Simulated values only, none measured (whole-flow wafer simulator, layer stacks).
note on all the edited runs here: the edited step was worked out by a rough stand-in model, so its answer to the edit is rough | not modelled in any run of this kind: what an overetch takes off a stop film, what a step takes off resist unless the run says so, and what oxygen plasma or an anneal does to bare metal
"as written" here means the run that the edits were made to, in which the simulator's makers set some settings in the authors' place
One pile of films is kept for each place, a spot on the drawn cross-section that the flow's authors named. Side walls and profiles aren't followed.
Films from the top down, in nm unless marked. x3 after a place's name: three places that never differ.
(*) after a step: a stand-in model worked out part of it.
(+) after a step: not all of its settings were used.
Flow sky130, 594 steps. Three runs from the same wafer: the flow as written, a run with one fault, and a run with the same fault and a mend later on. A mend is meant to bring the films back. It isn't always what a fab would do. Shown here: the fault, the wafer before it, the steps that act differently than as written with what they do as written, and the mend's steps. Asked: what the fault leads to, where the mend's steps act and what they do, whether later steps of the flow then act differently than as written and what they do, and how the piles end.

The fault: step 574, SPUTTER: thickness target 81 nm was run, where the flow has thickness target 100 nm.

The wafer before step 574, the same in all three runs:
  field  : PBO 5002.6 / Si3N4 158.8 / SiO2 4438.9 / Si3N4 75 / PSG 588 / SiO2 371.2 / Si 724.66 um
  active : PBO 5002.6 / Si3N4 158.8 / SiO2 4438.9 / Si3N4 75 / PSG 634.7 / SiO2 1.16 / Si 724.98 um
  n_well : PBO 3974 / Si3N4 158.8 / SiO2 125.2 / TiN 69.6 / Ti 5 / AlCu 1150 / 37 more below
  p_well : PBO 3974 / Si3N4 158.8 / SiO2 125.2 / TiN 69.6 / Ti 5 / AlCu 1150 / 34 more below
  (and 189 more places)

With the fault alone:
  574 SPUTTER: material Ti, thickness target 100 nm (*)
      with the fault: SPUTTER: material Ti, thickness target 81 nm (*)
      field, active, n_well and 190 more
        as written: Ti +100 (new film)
        with the fault: Ti +81 (new film)
  Later steps of the flow that act differently than as written (7 more steps differ only slightly, by at most 2% or 0.5 nm, whichever is larger, and aren't shown):
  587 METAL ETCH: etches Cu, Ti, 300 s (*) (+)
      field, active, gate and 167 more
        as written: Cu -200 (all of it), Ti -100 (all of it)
        with the fault: Cu -200 (all of it), Ti -81 (all of it)
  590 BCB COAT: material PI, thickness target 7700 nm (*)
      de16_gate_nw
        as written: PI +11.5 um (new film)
        with the fault: PI +11.49 um (new film)
  At the end the piles differ from the flow's by more than 2% or 0.5 nm, whichever is larger, at n_well, p_well, sd_n and 20 more.
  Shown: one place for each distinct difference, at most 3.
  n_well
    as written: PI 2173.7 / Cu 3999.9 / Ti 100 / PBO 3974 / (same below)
    with the fault: PI 2186 / Cu 3999.9 / Ti 81 / PBO 3974 / (same below)
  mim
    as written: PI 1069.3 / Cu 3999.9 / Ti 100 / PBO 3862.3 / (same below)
    with the fault: PI 1087.1 / Cu 3999.9 / Ti 81 / PBO 3862.3 / (same below)
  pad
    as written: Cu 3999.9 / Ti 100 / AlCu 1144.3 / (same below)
    with the fault: Cu 3999.9 / Ti 81 / AlCu 1144.3 / (same below)

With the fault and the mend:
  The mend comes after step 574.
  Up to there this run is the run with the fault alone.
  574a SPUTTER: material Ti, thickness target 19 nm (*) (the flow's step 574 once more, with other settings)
      field, active, n_well and 190 more
        Ti +19
  No later step of the flow acts differently than as written at any place that is followed.
  At the end the piles are the same as the flow's at every place that both follow.
